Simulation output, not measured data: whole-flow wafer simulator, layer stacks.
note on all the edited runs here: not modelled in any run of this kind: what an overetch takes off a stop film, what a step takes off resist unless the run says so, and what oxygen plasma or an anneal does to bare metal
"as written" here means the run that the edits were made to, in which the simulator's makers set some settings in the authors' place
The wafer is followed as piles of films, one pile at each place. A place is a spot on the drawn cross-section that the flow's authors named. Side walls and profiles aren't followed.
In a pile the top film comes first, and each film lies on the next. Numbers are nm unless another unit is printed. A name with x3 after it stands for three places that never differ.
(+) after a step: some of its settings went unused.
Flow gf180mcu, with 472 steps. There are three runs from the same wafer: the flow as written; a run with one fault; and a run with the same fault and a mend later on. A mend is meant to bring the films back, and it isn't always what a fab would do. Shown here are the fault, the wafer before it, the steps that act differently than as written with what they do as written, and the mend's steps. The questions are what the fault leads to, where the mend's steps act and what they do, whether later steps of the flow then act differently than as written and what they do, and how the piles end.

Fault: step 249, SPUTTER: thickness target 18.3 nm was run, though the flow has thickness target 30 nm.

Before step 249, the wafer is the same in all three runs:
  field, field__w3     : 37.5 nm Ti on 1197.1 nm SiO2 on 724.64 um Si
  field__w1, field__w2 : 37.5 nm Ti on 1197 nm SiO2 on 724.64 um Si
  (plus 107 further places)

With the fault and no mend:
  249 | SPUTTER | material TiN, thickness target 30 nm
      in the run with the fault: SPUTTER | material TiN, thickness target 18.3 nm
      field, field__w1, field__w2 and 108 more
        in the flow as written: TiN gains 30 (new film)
        in the run with the fault: TiN gains 18.3 (new film)
  Steps later in the flow that act otherwise than as written:
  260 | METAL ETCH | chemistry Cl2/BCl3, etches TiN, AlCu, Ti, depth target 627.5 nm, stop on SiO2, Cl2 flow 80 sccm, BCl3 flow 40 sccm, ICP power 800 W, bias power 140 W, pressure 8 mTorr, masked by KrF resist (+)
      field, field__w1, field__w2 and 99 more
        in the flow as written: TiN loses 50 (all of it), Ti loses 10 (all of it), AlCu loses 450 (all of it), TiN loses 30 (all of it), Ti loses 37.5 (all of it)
        in the run with the fault: TiN loses 50 (all of it), Ti loses 10 (all of it), AlCu loses 450 (all of it), TiN loses 18.3 (all of it), Ti loses 37.5 (all of it)
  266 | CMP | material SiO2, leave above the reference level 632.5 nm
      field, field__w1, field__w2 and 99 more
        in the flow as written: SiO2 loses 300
        in the run with the fault: SiO2 loses 311.7
  By the end, the piles at field__w8, contact, m1 and 6 more depart from the flow's by more than 2% or 0.5 nm, whichever is larger.
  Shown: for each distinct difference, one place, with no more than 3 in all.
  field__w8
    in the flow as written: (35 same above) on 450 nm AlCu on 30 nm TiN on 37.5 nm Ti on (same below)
    in the run with the fault: (35 same above) on 450 nm AlCu on 18.3 nm TiN on 37.5 nm Ti on (same below)
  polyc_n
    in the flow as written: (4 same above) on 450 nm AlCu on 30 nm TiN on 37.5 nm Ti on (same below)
    in the run with the fault: (4 same above) on 450 nm AlCu on 18.3 nm TiN on 37.5 nm Ti on (same below)
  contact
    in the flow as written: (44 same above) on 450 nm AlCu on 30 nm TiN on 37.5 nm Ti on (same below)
    in the run with the fault: (44 same above) on 450 nm AlCu on 18.3 nm TiN on 37.5 nm Ti on (same below)

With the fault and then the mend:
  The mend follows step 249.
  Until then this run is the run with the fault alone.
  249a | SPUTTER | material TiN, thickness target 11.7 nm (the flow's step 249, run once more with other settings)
      field, field__w1, field__w2 and 108 more
        TiN gains 11.7
  Every later step of the flow that is run acts as written at every place that is followed.
  By the end, the piles equal the flow's at every place that both follow.
